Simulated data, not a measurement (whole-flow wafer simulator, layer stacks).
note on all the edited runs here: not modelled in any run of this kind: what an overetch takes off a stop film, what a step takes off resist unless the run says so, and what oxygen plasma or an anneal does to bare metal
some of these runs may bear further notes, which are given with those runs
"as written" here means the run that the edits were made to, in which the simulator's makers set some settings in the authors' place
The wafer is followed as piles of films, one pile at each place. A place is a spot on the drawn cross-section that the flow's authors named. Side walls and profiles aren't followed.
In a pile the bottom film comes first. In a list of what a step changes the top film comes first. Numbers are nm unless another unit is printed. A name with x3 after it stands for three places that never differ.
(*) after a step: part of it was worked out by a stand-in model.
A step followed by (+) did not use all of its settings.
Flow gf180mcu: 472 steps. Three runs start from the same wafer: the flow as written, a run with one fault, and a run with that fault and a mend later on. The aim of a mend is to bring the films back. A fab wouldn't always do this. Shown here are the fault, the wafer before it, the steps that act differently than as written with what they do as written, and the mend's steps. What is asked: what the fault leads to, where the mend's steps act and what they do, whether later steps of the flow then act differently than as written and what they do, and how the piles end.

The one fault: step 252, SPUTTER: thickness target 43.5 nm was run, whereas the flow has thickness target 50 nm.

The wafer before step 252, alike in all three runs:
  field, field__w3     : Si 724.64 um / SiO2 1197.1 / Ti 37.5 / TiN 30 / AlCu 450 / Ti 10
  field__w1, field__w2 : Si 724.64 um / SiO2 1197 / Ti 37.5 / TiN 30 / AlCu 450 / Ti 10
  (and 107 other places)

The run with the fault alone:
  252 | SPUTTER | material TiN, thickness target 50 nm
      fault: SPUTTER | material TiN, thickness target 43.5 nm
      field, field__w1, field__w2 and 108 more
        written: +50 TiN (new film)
        fault: +43.5 TiN (new film)
  Later steps of the flow acting differently than as written (5 more steps, not shown, differ only slightly: by at most 2% or 0.5 nm, whichever is larger):
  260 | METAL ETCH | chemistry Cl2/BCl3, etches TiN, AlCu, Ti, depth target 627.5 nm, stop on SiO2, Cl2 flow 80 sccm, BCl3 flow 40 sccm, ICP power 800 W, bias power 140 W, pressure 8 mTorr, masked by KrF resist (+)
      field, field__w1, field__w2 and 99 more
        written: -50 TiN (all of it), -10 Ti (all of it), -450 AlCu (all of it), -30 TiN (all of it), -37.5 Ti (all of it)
        fault: -43.5 TiN (all of it), -10 Ti (all of it), -450 AlCu (all of it), -30 TiN (all of it), -37.5 Ti (all of it)
  By the end, the piles at field__w8, contact, m1 and 6 more depart from the flow's by more than 2% or 0.5 nm, whichever is larger.
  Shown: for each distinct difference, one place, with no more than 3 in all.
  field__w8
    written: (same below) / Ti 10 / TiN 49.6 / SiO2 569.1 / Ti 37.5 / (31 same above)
    fault: (same below) / Ti 10 / TiN 43.1 / SiO2 575.6 / Ti 37.5 / (31 same above)
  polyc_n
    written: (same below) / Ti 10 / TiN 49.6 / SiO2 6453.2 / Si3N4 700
    fault: (same below) / Ti 10 / TiN 43.1 / SiO2 6459.7 / Si3N4 700
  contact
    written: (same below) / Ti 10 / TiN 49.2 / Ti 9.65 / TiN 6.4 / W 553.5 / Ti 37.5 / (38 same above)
    fault: (same below) / Ti 10 / TiN 42.7 / Ti 9.62 / TiN 6.38 / W 560.1 / Ti 37.5 / (38 same above)

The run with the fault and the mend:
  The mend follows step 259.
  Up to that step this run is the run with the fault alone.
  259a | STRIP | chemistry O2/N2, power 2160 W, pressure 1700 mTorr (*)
      field__w8, contact, m1 and 6 more
        -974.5 KrF resist (all of it)
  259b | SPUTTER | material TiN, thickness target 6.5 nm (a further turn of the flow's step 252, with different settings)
      field, field__w1, field__w2 and 108 more
        +6.5 TiN
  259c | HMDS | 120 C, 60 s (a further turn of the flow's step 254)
      alters no film at any place that is followed
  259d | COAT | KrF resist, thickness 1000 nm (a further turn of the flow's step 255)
      field, field__w1, field__w2 and 108 more
        +1000 KrF resist (new film)
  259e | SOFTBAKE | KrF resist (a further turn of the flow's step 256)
      alters no film at any place that is followed
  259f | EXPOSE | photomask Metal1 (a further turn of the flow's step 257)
      alters no film at any place that is followed
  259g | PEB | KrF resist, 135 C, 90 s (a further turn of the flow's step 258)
      field, field__w1, field__w2 and 108 more
        -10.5 KrF resist
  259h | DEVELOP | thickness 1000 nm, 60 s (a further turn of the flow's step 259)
      field, field__w1, field__w2 and 99 more
        -989.5 KrF resist (all of it)
      field__w8, contact, m1 and 6 more
        -14.9 KrF resist
  Later steps of the flow that are run all act as written at every place that is followed.
  By the end, the piles equal the flow's at every place that both follow.
